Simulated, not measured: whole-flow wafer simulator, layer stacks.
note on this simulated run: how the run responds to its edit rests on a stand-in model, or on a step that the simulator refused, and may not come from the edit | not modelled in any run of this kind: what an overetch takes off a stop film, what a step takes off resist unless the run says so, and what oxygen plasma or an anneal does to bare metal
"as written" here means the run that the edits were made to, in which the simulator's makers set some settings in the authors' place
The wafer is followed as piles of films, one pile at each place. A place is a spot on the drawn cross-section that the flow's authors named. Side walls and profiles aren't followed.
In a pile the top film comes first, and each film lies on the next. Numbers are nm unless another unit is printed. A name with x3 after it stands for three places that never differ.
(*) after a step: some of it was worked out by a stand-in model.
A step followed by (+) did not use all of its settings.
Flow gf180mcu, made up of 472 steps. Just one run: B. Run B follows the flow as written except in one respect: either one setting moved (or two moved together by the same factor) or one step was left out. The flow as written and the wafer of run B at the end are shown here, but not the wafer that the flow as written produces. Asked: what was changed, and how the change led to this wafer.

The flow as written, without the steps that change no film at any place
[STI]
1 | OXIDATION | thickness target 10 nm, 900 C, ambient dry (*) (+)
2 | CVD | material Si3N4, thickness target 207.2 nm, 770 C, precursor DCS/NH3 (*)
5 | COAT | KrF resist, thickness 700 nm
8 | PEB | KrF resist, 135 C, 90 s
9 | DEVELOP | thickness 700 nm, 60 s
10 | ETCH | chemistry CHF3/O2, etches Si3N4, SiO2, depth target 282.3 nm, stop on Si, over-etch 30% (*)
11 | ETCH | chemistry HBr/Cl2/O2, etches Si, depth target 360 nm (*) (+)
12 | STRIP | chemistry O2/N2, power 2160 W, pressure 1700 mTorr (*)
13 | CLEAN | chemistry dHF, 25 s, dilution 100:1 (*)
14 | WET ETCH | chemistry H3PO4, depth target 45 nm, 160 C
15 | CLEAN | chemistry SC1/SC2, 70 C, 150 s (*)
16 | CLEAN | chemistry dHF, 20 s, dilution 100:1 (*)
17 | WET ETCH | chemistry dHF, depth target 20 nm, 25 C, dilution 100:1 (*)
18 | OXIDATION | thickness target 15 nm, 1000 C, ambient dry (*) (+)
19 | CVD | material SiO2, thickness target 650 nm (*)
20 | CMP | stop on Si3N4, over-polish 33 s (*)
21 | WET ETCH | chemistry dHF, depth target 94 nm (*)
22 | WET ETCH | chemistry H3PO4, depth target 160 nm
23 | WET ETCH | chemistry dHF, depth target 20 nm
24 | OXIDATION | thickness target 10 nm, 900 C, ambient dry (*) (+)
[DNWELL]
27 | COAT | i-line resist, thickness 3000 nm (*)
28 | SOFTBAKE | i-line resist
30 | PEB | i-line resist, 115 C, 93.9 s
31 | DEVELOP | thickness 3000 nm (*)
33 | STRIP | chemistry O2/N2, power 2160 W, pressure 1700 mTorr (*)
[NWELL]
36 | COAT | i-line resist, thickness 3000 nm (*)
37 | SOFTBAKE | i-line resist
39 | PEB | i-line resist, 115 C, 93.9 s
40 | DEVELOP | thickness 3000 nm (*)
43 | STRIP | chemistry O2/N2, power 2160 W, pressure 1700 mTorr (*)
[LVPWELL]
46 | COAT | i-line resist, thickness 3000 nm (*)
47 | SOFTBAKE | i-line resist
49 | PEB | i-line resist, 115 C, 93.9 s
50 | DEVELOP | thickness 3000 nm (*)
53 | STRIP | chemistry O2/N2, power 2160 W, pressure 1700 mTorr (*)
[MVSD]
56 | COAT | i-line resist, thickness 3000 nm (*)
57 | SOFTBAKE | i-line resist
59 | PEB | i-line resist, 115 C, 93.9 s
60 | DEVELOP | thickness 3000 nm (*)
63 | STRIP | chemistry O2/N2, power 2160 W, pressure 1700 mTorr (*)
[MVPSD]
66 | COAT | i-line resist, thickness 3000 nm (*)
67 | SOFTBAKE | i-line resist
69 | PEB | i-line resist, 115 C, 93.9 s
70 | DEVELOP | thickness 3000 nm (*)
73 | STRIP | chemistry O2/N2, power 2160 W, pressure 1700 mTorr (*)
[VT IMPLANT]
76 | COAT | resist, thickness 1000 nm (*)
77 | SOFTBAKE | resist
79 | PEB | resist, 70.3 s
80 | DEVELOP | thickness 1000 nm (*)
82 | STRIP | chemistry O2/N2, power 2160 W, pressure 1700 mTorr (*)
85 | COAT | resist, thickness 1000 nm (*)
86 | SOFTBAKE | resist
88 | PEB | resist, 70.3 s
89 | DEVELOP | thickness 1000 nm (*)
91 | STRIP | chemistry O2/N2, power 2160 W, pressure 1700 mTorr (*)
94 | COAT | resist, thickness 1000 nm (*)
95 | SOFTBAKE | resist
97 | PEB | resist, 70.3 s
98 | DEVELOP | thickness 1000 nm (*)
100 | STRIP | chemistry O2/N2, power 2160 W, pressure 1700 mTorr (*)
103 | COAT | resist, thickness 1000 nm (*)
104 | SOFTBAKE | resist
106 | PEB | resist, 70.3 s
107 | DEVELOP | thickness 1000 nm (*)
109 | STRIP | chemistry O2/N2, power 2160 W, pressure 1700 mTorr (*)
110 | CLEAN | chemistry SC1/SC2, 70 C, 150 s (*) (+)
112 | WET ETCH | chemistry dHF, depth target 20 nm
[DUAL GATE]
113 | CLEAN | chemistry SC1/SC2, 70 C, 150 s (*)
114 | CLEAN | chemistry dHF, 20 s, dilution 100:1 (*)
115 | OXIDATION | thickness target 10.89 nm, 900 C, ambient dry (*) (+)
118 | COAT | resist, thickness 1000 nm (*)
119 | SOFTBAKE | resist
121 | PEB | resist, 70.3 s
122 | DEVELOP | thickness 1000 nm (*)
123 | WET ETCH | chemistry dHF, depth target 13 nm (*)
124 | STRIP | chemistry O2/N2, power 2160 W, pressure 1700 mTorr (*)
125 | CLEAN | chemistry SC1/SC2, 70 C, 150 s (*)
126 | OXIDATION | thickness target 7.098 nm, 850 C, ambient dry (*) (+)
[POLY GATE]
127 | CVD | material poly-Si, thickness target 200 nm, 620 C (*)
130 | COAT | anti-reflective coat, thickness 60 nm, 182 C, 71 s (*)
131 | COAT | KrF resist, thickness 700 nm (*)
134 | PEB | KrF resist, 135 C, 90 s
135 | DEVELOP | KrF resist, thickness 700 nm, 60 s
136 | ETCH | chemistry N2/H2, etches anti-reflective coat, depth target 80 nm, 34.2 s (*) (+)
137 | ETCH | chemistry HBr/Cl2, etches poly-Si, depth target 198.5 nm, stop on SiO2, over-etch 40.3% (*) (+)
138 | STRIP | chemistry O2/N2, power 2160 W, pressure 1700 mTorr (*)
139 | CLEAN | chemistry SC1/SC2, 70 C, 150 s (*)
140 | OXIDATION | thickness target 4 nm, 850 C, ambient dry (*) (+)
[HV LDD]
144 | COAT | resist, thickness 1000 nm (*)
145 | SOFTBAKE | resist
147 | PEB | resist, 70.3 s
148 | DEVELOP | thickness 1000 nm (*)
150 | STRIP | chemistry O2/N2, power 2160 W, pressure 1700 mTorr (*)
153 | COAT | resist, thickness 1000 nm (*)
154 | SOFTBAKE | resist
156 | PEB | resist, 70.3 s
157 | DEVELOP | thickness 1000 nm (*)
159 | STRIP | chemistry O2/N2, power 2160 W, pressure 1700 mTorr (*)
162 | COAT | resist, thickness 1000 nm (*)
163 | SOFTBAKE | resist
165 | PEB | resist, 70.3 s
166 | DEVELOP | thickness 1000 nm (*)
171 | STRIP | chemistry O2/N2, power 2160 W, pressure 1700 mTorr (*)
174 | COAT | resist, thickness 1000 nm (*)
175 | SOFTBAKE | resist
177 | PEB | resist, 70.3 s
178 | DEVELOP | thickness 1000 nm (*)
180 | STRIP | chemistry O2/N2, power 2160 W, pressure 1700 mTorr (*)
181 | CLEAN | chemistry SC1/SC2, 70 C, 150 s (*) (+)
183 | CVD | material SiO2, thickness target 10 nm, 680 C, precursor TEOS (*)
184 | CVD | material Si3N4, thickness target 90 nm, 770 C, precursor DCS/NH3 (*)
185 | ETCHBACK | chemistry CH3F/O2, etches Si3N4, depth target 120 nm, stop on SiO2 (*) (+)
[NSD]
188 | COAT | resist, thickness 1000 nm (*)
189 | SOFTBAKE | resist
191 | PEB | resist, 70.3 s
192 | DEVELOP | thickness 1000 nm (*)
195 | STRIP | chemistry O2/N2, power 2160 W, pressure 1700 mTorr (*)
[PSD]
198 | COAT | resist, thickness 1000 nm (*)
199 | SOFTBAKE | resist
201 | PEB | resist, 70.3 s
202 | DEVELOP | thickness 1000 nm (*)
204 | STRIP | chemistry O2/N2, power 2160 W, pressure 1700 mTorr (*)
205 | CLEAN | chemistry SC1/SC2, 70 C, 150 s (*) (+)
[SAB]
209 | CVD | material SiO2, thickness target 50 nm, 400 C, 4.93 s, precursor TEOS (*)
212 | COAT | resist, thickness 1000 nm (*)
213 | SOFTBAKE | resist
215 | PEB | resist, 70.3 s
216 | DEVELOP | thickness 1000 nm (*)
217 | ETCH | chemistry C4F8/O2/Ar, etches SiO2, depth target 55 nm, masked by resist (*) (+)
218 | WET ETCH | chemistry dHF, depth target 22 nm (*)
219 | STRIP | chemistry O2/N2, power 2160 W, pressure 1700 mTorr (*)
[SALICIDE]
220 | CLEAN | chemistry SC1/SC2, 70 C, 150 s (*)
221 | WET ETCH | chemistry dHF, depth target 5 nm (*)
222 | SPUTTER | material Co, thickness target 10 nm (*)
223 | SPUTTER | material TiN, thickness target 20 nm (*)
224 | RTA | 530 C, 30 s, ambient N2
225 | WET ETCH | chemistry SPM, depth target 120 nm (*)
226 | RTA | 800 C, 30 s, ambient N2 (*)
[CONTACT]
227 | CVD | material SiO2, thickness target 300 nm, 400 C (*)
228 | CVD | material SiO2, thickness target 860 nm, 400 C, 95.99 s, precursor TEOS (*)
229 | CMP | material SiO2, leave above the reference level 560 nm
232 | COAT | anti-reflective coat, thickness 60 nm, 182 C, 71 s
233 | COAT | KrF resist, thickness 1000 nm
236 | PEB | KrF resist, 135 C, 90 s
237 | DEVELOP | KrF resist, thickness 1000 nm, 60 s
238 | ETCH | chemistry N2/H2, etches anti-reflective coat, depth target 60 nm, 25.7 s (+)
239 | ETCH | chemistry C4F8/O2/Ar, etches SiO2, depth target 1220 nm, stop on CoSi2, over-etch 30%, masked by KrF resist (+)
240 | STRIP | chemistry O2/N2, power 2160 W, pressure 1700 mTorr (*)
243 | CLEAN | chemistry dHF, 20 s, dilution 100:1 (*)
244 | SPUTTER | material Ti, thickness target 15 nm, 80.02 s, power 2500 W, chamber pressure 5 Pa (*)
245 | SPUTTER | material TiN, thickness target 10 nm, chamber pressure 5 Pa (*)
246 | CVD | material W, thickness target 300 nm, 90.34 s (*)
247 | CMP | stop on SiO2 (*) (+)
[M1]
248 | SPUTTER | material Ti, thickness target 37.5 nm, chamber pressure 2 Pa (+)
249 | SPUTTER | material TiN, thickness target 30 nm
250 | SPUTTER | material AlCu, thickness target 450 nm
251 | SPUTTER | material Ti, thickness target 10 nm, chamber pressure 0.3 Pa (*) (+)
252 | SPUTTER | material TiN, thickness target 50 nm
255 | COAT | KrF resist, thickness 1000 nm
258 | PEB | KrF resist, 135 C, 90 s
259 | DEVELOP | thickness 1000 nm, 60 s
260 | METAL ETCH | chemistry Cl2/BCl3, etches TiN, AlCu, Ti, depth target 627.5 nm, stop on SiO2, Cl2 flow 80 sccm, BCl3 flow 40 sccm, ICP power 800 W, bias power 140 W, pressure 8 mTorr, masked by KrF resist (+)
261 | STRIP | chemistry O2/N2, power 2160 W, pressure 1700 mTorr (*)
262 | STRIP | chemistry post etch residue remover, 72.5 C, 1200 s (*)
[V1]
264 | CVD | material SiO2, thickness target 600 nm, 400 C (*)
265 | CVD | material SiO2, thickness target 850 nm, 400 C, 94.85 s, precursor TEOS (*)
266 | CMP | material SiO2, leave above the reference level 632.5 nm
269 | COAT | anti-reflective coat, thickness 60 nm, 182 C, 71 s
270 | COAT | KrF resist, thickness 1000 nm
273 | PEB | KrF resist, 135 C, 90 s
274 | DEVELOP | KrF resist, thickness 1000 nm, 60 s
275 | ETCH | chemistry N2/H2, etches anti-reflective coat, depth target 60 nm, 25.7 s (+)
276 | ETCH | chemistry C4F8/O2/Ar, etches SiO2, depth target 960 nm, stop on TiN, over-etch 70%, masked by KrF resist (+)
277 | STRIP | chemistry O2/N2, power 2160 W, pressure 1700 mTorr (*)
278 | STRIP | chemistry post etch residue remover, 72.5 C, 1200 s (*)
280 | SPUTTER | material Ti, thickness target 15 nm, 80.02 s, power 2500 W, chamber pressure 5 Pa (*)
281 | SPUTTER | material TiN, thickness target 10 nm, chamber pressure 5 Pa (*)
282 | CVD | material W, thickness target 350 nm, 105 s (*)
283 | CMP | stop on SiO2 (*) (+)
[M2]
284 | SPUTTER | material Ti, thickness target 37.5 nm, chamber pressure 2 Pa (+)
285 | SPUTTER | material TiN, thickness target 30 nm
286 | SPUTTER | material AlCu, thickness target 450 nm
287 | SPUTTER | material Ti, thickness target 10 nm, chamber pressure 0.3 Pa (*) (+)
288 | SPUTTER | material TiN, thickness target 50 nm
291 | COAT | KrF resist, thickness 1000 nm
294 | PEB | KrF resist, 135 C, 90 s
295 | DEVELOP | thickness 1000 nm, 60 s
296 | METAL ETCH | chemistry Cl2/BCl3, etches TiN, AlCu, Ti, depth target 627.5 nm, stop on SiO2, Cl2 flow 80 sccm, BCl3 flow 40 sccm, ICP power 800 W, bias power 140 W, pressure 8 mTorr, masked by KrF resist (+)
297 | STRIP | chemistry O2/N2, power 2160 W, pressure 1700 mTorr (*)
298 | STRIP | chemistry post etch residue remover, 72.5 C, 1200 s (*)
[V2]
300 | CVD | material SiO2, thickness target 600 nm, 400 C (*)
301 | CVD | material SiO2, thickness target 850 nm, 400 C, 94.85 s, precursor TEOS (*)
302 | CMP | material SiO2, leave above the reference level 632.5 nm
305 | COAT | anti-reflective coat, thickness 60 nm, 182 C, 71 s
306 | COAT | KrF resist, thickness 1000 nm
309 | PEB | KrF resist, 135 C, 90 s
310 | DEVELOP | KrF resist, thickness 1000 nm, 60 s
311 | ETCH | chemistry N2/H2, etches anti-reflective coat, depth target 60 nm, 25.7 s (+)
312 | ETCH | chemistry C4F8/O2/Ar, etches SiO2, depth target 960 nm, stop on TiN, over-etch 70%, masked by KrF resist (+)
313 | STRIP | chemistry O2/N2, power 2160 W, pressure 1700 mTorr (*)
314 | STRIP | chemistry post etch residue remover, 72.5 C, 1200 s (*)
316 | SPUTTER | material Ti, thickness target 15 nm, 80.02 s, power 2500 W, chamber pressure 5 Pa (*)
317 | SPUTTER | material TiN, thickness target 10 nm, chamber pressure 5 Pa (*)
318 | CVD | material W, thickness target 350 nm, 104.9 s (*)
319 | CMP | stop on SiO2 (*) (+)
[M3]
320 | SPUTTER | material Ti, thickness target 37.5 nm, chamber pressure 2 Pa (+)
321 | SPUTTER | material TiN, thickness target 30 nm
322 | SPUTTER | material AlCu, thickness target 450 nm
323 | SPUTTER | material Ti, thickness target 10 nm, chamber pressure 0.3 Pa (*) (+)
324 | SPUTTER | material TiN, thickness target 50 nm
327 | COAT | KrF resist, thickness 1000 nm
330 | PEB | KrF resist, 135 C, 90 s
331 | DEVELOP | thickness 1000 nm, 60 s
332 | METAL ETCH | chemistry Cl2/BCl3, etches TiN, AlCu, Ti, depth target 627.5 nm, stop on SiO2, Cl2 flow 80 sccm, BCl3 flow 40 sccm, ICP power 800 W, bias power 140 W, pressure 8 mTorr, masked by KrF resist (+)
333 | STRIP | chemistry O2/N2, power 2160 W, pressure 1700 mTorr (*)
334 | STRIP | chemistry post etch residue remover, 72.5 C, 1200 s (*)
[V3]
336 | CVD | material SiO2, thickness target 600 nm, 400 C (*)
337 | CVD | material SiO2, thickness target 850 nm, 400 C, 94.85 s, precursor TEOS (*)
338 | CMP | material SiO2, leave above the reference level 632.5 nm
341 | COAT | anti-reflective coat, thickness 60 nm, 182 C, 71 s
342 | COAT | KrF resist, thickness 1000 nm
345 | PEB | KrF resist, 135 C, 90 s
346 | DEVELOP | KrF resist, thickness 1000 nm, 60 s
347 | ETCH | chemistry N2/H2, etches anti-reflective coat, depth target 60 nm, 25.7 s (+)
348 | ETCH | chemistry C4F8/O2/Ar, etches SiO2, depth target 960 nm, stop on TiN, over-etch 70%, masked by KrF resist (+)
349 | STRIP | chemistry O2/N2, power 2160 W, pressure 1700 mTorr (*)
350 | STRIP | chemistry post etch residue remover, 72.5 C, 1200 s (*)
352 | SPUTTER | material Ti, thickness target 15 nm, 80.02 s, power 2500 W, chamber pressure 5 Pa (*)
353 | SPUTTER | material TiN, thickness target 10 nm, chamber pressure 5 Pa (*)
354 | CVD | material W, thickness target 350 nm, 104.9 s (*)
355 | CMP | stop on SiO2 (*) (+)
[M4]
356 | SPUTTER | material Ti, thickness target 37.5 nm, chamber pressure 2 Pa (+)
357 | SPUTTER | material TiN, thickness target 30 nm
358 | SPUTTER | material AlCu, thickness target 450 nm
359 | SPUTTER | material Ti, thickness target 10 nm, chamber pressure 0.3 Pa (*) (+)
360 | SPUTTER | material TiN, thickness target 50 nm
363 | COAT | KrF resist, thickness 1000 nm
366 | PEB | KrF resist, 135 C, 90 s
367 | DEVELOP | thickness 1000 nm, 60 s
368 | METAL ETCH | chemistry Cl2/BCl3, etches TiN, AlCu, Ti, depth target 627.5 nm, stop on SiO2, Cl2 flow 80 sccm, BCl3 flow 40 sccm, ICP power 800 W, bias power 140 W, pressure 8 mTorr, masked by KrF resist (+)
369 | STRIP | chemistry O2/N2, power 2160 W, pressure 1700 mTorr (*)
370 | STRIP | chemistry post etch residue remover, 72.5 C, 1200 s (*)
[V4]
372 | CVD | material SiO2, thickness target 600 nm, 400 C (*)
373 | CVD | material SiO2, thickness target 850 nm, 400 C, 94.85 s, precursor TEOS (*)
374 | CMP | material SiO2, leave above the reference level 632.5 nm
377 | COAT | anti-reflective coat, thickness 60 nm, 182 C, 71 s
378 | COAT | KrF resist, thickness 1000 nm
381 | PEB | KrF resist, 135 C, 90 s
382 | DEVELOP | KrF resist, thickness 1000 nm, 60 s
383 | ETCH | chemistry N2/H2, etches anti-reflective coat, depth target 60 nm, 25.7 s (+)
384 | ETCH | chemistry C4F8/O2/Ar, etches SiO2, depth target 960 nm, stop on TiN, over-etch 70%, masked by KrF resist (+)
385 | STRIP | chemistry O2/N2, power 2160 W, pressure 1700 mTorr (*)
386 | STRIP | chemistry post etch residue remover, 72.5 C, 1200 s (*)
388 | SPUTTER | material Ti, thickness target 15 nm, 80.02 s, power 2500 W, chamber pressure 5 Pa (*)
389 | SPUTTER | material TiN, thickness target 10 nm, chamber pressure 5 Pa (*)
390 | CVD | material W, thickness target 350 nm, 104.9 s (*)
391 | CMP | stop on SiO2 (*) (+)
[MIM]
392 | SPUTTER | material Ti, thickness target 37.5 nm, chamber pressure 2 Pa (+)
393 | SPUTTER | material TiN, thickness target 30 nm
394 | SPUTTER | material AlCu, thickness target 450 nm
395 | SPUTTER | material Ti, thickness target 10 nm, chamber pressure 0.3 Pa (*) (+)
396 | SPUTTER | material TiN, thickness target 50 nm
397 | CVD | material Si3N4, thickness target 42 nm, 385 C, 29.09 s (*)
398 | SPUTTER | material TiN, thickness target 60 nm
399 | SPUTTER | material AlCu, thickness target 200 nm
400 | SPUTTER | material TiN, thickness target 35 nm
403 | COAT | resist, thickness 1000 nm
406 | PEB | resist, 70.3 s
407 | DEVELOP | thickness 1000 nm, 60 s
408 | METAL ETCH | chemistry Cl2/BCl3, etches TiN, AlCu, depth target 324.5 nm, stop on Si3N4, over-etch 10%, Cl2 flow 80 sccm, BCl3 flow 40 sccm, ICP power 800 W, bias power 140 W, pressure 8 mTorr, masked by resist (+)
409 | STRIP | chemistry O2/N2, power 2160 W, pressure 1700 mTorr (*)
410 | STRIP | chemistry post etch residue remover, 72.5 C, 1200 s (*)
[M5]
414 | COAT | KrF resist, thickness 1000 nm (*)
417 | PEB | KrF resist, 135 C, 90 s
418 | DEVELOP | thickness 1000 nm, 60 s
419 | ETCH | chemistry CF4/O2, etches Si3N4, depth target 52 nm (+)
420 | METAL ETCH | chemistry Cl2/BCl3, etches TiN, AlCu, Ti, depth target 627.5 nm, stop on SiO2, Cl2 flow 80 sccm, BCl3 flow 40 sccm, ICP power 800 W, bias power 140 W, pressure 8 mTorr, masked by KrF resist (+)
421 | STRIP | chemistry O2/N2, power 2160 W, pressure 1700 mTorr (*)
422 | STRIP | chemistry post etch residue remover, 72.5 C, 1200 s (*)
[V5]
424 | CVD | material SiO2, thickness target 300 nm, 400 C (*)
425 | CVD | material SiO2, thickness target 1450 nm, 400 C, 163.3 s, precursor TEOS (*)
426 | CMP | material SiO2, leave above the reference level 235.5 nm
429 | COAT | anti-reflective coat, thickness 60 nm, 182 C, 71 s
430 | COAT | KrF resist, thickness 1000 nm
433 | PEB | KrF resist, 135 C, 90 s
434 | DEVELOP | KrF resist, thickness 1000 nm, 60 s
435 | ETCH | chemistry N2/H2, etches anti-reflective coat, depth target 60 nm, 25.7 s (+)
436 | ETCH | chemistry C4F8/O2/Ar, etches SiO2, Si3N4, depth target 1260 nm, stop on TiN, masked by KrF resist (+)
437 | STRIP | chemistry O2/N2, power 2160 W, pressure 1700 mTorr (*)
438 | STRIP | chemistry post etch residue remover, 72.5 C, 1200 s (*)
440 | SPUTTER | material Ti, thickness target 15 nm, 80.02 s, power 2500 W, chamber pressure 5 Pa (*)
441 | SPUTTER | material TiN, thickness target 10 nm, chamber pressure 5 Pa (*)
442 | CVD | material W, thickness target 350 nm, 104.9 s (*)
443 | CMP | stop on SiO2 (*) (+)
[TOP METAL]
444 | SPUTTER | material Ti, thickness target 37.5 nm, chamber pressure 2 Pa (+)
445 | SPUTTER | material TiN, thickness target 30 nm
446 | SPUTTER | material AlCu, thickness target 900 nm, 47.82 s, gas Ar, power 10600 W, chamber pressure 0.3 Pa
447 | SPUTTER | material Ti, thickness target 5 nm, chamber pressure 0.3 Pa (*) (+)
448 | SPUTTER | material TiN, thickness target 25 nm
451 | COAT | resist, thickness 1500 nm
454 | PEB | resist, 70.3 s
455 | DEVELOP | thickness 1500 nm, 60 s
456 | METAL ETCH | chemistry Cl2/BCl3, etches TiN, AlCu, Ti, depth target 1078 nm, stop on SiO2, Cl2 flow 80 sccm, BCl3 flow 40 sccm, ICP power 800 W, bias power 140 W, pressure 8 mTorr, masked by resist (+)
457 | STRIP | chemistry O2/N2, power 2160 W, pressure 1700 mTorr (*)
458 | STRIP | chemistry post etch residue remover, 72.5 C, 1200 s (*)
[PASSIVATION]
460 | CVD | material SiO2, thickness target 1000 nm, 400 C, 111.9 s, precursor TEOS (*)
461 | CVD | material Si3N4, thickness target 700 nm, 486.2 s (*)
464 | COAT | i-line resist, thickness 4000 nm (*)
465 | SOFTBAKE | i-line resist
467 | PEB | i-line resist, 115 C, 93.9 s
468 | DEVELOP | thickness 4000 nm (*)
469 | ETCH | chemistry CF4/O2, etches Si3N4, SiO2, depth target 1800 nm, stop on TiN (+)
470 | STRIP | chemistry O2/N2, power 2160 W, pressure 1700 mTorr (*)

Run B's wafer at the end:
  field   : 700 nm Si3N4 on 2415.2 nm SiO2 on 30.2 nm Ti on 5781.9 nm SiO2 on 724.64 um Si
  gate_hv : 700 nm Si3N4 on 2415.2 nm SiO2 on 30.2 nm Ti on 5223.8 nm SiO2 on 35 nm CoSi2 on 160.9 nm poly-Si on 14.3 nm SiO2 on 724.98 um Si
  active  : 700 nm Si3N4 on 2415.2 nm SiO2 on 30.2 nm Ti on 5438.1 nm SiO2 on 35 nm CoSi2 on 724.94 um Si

Cause: step 420, METAL ETCH: depth target 545.9 nm was run, while the flow as written has depth target 627.5 nm.

Step by step, how the change led to this:
  420 | METAL ETCH | chemistry Cl2/BCl3, etches TiN, AlCu, Ti, depth target 627.5 nm, stop on SiO2, Cl2 flow 80 sccm, BCl3 flow 40 sccm, ICP power 800 W, bias power 140 W, pressure 8 mTorr, masked by KrF resist (+)
      field, field__w1, field__w2 and 101 more: TiN loses 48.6 (all of it), Ti loses 10 (all of it), AlCu loses 450 (all of it), TiN loses 30 (all of it), Ti loses 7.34 (as written it would have been: TiN loses 48.6 (all of it), Ti loses 10 (all of it), AlCu loses 450 (all of it), TiN loses 30 (all of it), Ti loses 37.5 (all of it))
      field__w4, field__w8, contact, m1, m1__w1, mim, mim_1p0, m1_nw: KrF resist loses 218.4 (as written it would have been: KrF resist loses 251)
  421 | STRIP | chemistry O2/N2, power 2160 W, pressure 1700 mTorr (*)
      field__w8, m1__w1: KrF resist loses 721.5 (all of it) (as written it would have been: KrF resist loses 688.9 (all of it))
      field__w4: KrF resist loses 764.3 (all of it) (as written it would have been: KrF resist loses 731.6 (all of it))
      (also at 5 further places)
  424 | CVD | material SiO2, thickness target 300 nm, 400 C (*)
      field, field__w1, field__w2 and 101 more: SiO2 gains 300 (new film) (as written it would have been: SiO2 gains 300)
  426 | CMP | material SiO2, leave above the reference level 235.5 nm
      field, field__w1, field__w5 and 92 more: SiO2 loses 331 (as written it would have been: SiO2 loses 300.8)
      field__w2, field__w3, field__w12 and 6 more: SiO2 loses 304.2 (as written it would have been: SiO2 loses 272.7)
If metal films that touch count as one body, field has 1 body; the flow as written gives 0 bodies.
If metal films that touch count as one body, gate_hv has 2 bodies (between them, from the top down: SiO2 5223.8); the flow as written gives 1 body.
If metal films that touch count as one body, active has 2 bodies (between them, from the top down: SiO2 5438.1); the flow as written gives 1 body.
